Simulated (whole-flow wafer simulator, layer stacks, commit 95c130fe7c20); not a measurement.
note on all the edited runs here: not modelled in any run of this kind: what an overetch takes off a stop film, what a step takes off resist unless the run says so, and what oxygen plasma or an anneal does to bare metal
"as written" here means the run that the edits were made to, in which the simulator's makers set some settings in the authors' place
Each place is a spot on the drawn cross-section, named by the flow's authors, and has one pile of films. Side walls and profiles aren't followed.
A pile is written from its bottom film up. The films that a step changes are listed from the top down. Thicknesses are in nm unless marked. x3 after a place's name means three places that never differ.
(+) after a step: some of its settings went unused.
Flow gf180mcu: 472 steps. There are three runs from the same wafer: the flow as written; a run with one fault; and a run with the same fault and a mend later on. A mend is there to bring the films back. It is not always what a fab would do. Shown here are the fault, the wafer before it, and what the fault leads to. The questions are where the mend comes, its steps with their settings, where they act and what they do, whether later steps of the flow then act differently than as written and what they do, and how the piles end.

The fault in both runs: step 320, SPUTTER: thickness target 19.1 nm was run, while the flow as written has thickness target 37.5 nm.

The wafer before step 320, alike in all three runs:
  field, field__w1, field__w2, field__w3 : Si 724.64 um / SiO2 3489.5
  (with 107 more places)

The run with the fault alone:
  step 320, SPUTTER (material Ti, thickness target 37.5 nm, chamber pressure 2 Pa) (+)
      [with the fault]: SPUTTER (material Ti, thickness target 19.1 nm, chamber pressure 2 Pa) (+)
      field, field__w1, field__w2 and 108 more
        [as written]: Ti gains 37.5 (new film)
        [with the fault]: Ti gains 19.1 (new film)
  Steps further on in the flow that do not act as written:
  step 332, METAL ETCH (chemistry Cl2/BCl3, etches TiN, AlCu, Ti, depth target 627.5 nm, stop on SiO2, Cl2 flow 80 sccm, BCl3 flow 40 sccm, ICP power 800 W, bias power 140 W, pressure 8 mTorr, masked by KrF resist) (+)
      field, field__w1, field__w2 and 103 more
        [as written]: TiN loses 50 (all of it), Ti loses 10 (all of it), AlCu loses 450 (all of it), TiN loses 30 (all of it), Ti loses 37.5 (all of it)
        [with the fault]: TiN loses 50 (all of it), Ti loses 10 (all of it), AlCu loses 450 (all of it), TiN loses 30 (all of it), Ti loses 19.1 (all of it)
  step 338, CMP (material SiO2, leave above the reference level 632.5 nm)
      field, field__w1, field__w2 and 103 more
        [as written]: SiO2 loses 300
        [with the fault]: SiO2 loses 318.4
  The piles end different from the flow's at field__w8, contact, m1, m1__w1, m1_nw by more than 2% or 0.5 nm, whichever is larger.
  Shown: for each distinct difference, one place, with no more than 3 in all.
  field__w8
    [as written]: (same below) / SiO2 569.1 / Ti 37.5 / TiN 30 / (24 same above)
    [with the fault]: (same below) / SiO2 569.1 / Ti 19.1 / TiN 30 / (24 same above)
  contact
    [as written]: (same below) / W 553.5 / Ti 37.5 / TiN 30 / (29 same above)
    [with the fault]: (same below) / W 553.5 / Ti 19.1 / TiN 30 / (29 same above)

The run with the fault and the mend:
  After step 320 comes the mend.
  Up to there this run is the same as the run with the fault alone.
  step 320a, SPUTTER (material Ti, thickness target 18.4 nm, chamber pressure 2 Pa) (+) (a further turn of the flow's step 320, with different settings)
      field, field__w1, field__w2 and 108 more
        Ti gains 18.4
  Later steps of the flow that are run all act as written at every place that is followed.
  At every place that both follow, the piles at the end match the flow's.
